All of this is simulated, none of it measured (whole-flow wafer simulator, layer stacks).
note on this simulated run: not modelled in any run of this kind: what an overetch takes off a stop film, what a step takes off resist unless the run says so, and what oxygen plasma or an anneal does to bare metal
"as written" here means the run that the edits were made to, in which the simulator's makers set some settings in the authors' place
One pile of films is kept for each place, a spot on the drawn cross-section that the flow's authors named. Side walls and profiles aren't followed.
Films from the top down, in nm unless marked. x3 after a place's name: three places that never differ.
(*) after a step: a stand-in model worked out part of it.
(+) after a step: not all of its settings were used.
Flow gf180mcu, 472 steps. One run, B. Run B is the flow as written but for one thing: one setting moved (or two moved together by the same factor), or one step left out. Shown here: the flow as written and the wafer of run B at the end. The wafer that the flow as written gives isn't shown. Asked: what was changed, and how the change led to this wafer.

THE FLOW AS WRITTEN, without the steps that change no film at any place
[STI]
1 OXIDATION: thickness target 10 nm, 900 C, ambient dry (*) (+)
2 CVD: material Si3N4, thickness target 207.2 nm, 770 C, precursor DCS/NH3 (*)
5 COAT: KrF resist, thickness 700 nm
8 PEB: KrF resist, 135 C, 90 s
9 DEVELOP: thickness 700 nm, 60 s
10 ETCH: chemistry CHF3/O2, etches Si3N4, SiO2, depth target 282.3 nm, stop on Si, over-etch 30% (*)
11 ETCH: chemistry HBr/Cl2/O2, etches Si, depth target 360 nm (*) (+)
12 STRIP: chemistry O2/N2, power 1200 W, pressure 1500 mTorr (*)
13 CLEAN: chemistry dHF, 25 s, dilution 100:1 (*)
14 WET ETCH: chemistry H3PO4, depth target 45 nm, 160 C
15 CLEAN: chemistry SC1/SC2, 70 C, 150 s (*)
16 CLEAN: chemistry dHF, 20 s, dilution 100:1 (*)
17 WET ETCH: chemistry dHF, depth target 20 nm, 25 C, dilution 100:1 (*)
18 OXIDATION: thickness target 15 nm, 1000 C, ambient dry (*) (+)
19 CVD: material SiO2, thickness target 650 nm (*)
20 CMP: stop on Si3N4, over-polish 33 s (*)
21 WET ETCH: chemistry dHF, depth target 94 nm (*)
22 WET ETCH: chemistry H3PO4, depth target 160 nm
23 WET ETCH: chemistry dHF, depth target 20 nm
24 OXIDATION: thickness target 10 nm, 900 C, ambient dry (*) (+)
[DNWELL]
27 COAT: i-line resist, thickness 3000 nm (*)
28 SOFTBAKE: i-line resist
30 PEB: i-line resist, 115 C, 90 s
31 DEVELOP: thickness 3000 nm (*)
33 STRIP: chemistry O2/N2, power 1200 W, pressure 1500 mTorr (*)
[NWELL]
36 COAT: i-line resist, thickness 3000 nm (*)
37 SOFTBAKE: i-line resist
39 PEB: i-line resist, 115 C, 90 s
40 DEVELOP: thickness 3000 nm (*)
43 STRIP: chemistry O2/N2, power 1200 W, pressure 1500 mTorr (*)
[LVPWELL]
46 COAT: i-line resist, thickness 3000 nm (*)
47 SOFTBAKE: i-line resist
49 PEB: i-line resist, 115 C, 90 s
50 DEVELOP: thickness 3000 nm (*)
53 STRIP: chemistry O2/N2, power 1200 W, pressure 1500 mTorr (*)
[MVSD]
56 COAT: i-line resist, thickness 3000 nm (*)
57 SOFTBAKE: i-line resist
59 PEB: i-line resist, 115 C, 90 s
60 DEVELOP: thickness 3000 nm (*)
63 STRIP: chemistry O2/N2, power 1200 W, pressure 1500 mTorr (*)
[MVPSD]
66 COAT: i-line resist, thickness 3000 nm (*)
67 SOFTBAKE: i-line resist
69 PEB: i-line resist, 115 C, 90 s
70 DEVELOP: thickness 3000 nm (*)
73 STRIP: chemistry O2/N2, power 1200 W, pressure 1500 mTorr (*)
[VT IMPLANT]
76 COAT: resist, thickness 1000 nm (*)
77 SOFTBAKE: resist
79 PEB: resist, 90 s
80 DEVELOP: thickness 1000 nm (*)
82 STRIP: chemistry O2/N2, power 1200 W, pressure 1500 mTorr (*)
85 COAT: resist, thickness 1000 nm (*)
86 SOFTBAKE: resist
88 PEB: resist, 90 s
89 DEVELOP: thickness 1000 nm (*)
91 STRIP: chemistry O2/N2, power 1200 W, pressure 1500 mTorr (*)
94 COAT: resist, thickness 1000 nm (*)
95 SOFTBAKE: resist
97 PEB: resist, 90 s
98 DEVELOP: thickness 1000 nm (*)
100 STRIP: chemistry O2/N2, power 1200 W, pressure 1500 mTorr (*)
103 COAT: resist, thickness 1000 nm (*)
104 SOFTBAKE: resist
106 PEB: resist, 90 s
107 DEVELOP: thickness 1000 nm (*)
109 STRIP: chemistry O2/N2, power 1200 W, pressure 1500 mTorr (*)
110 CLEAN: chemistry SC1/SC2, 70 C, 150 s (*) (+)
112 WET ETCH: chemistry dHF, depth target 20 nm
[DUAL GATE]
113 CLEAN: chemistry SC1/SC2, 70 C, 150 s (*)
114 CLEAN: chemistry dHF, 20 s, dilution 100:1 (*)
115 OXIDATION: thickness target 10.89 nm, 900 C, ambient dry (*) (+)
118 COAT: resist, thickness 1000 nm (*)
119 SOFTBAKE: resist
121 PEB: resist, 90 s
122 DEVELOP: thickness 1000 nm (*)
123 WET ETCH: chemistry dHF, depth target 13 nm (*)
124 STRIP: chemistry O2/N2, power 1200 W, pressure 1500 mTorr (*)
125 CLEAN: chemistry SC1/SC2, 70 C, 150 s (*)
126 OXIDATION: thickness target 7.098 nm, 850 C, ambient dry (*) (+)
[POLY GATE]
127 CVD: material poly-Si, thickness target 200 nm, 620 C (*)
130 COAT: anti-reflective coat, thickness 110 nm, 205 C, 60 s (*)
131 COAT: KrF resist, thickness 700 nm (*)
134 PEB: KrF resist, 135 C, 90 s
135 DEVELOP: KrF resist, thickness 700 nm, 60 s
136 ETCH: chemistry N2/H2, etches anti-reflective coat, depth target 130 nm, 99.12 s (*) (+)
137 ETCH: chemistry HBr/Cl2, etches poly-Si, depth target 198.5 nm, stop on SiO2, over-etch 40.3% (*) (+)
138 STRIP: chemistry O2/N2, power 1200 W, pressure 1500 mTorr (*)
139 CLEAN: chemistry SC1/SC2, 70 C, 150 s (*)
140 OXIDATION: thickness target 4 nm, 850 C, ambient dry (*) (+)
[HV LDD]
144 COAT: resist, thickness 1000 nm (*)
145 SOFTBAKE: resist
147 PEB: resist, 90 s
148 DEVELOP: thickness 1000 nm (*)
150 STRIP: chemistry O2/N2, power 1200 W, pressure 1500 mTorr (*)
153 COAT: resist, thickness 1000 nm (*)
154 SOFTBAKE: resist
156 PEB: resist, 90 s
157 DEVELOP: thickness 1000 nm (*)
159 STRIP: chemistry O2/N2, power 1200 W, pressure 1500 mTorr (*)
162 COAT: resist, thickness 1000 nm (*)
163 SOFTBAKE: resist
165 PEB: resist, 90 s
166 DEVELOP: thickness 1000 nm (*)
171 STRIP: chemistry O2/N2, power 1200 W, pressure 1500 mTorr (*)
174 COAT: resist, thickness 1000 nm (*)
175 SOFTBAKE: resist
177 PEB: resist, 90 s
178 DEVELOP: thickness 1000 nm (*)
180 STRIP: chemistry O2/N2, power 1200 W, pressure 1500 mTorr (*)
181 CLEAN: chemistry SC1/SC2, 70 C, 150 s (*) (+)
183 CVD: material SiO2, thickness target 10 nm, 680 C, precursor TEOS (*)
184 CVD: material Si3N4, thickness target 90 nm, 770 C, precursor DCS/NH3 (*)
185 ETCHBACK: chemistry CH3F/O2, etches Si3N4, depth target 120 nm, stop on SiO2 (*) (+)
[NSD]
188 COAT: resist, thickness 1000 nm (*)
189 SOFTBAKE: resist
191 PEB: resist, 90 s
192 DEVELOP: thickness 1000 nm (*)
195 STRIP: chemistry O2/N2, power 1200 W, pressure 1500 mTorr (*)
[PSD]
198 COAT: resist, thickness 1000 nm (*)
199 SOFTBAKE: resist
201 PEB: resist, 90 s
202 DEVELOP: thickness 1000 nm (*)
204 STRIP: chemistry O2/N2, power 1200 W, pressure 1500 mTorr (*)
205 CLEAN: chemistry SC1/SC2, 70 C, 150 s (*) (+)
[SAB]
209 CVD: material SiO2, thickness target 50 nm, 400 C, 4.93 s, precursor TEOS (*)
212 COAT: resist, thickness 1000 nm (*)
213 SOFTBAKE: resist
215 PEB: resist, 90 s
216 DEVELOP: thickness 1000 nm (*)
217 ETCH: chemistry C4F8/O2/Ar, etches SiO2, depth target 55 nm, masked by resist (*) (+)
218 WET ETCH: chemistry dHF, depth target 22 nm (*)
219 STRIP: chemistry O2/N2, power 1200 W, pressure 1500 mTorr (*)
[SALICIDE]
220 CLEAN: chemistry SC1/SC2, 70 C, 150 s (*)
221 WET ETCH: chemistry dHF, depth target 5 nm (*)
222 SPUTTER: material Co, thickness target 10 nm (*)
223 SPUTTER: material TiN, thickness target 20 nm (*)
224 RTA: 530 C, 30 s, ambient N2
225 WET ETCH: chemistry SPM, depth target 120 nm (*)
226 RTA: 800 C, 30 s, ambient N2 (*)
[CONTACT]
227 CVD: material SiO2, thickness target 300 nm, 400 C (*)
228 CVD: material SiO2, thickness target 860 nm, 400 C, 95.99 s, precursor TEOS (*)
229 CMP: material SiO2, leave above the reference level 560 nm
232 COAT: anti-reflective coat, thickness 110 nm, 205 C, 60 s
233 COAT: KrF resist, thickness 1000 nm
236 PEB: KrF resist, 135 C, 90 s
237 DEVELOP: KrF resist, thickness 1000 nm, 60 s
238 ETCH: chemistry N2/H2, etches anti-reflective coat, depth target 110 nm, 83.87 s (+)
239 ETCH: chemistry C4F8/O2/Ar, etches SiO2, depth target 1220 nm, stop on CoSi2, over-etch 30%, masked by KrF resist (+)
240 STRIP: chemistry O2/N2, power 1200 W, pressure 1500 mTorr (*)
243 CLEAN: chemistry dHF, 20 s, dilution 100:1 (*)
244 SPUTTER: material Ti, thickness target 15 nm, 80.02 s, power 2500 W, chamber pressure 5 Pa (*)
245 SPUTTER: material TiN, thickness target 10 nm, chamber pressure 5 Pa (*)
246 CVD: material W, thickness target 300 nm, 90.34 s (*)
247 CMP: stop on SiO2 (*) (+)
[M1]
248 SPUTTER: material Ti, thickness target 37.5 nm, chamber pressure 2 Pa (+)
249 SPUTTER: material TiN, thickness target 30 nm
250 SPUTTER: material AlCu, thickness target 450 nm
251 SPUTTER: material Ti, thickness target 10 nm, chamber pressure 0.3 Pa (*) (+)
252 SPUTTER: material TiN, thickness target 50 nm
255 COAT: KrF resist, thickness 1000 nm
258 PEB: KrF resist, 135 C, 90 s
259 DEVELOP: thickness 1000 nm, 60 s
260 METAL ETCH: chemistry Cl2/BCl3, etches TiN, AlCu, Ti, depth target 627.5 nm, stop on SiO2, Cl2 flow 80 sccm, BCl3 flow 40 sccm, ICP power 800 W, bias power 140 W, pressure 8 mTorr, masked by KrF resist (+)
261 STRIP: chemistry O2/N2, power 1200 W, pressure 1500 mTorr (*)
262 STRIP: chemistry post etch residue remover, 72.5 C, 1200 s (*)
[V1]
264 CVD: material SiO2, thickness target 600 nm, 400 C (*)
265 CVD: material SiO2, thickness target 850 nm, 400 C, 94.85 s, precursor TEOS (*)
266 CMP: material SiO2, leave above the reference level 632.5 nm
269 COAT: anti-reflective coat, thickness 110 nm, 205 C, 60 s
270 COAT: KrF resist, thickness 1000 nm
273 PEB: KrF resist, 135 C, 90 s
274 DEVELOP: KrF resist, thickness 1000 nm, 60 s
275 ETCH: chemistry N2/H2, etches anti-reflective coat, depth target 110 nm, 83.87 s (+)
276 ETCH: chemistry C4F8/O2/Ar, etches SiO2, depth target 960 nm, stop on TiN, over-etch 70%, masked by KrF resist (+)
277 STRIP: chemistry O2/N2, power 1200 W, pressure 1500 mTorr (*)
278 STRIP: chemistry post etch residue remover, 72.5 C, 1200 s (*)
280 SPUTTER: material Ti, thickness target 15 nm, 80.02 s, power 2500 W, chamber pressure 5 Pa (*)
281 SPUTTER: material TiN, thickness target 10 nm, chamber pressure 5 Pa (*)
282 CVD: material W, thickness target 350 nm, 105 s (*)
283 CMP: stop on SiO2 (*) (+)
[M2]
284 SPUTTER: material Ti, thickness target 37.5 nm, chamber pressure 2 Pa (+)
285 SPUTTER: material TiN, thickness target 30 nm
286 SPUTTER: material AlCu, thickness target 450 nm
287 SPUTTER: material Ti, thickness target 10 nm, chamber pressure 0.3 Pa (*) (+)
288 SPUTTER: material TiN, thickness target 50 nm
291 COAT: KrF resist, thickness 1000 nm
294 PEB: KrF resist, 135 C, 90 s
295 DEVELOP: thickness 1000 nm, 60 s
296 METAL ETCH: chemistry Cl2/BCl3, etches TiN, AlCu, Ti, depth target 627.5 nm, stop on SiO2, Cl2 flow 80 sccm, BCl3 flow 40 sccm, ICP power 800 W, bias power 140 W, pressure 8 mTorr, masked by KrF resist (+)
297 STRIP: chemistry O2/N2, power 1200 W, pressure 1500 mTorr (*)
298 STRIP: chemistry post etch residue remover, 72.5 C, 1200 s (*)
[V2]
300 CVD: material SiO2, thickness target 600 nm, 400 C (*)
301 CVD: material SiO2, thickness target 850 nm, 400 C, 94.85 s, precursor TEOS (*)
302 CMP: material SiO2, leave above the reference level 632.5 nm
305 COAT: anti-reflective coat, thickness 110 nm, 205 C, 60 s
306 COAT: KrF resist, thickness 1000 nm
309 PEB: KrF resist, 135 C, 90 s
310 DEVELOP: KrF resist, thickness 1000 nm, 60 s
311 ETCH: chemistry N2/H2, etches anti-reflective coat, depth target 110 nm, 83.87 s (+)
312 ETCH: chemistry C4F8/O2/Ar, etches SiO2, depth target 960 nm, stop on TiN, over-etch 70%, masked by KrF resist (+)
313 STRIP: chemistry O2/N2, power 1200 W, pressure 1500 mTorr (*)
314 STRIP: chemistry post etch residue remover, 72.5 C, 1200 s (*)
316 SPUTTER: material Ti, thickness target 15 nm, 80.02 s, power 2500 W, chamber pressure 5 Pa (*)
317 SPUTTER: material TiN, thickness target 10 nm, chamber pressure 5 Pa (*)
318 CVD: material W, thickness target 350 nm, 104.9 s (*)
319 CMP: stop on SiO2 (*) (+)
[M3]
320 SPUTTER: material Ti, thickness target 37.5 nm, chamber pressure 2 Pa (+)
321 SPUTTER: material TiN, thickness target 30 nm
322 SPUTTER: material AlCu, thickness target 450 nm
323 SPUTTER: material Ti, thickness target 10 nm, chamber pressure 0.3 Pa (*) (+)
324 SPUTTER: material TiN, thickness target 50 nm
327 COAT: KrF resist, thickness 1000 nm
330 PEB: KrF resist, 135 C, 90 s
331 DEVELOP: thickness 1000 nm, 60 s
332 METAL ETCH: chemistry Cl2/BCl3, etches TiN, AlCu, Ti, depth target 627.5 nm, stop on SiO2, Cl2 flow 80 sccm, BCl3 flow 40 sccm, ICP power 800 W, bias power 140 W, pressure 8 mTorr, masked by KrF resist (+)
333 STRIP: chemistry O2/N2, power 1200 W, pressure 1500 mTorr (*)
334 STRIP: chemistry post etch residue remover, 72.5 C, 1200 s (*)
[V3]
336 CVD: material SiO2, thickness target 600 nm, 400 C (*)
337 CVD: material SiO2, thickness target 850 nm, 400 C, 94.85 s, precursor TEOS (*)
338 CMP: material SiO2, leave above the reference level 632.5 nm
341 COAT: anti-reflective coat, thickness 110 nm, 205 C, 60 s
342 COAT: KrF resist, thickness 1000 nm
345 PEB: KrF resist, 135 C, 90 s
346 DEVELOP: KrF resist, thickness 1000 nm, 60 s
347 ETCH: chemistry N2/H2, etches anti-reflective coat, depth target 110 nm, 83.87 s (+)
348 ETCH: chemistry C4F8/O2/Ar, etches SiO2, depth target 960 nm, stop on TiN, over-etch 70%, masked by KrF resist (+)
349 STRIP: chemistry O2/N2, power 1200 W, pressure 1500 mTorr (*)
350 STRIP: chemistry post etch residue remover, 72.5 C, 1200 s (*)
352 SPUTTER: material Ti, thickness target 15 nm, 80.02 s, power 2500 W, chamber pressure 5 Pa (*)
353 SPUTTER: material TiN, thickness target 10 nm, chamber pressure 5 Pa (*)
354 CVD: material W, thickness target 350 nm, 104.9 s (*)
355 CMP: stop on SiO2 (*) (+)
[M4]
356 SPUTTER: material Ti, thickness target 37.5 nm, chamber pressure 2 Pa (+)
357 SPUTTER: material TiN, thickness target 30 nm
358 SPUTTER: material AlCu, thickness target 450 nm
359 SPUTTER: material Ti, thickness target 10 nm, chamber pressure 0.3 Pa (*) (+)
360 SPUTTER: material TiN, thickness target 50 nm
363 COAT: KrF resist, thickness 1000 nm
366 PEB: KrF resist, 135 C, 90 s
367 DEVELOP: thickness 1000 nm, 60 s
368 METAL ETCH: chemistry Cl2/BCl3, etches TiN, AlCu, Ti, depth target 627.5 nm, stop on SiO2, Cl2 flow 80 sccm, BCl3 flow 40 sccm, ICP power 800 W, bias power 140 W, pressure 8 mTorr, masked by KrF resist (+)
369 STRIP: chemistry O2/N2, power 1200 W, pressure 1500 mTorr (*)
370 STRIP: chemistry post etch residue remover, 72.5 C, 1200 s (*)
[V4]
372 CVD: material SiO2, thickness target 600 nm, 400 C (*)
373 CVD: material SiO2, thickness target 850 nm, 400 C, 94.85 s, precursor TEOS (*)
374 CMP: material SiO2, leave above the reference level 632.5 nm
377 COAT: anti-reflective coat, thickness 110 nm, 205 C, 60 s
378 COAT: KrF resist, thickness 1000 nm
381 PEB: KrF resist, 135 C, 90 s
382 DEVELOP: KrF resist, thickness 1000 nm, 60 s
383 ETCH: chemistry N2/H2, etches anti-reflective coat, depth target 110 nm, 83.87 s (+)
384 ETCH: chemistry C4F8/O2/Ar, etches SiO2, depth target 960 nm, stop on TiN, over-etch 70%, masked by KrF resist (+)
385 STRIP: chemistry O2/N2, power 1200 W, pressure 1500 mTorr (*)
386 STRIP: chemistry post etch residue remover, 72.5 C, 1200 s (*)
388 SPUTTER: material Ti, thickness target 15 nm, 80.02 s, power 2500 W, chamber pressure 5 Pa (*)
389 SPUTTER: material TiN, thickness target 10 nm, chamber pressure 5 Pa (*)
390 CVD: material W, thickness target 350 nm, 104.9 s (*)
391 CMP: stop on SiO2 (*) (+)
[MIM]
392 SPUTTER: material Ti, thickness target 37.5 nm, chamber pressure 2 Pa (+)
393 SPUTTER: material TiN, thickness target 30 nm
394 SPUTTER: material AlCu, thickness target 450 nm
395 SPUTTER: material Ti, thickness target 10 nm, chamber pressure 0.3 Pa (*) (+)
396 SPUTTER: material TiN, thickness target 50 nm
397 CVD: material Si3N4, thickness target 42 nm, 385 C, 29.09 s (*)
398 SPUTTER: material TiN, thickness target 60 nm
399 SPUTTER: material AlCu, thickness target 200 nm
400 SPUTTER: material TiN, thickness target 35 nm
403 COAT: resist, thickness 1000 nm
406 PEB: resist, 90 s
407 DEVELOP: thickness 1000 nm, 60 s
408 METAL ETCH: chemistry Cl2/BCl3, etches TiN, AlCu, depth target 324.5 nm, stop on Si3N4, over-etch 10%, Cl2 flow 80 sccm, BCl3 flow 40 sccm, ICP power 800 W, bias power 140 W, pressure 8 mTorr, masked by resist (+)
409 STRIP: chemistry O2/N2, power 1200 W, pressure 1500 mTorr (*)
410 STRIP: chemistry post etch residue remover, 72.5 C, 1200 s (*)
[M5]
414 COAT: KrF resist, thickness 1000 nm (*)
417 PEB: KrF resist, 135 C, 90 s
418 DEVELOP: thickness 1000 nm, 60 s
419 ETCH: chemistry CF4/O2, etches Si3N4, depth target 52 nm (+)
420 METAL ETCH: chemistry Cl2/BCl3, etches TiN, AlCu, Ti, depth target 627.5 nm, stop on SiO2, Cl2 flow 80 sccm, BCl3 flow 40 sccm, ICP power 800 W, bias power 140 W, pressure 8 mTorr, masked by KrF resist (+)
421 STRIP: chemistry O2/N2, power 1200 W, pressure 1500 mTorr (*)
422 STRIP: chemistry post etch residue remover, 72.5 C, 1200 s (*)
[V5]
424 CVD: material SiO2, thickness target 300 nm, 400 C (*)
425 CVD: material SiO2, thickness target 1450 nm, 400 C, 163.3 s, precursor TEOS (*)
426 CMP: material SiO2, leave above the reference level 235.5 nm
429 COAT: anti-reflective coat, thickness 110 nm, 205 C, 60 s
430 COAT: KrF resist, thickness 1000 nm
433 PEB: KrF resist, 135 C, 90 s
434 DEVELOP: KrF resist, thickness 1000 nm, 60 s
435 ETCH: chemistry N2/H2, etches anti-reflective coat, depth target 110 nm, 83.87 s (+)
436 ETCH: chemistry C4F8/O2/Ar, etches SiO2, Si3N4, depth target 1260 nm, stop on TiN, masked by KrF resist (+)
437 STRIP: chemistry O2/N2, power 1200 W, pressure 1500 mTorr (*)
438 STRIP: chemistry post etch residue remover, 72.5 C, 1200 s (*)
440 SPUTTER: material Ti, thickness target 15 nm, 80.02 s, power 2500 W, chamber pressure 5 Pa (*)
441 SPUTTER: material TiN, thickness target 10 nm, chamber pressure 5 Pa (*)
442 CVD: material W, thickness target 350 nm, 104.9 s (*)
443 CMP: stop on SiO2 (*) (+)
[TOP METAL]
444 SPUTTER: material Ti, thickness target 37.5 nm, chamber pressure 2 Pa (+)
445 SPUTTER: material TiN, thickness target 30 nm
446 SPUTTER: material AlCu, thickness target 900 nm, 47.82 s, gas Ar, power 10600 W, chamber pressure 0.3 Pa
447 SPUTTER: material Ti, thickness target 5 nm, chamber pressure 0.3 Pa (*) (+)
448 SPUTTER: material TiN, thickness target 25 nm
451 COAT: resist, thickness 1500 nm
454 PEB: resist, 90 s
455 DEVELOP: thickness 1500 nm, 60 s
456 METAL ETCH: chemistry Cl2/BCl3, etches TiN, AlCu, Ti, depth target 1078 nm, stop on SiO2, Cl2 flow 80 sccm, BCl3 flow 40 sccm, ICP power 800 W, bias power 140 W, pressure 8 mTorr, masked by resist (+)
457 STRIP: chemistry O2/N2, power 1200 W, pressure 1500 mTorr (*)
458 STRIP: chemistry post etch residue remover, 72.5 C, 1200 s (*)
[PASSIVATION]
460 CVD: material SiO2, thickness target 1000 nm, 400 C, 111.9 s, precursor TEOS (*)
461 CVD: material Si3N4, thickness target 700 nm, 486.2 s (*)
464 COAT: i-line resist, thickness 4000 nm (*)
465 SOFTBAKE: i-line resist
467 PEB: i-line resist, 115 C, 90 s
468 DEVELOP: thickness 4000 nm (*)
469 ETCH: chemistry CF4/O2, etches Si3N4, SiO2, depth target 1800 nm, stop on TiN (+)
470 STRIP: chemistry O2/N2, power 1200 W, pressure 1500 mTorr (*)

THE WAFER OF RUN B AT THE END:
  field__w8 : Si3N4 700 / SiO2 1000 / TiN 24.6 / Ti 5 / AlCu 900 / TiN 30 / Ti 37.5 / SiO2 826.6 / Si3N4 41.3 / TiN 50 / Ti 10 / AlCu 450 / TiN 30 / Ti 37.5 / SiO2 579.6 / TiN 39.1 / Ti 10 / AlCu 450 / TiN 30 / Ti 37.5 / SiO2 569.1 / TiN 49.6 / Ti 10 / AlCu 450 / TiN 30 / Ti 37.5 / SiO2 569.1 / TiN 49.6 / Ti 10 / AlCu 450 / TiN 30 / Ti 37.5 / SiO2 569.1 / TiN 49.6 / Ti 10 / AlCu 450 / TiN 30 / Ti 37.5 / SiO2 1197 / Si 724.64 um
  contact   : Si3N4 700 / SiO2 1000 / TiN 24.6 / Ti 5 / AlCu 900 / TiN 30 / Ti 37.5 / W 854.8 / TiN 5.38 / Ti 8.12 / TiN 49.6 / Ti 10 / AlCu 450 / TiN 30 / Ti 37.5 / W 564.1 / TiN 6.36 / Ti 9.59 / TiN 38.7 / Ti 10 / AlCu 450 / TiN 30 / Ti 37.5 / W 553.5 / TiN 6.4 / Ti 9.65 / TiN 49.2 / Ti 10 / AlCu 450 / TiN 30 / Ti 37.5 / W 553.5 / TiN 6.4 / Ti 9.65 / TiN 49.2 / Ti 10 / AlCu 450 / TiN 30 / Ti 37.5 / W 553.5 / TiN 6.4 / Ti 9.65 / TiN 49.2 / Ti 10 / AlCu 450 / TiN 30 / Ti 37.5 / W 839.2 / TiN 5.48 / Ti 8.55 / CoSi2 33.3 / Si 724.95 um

The cause: step 360, SPUTTER: thickness target 39.5 nm was run, where the flow has thickness target 50 nm.

How the change led to this, step by step:
  360 SPUTTER: material TiN, thickness target 50 nm
      field, field__w1, field__w2 and 108 more: TiN +39.5 (new film) (as written it would be: TiN +50 (new film))
  368 METAL ETCH: chemistry Cl2/BCl3, etches TiN, AlCu, Ti, depth target 627.5 nm, stop on SiO2, Cl2 flow 80 sccm, BCl3 flow 40 sccm, ICP power 800 W, bias power 140 W, pressure 8 mTorr, masked by KrF resist (+)
      field, field__w1, field__w2 and 103 more: TiN -39.5 (all of it), Ti -10 (all of it), AlCu -450 (all of it), TiN -30 (all of it), Ti -37.5 (all of it) (as written it would be: TiN -50 (all of it), Ti -10 (all of it), AlCu -450 (all of it), TiN -30 (all of it), Ti -37.5 (all of it))
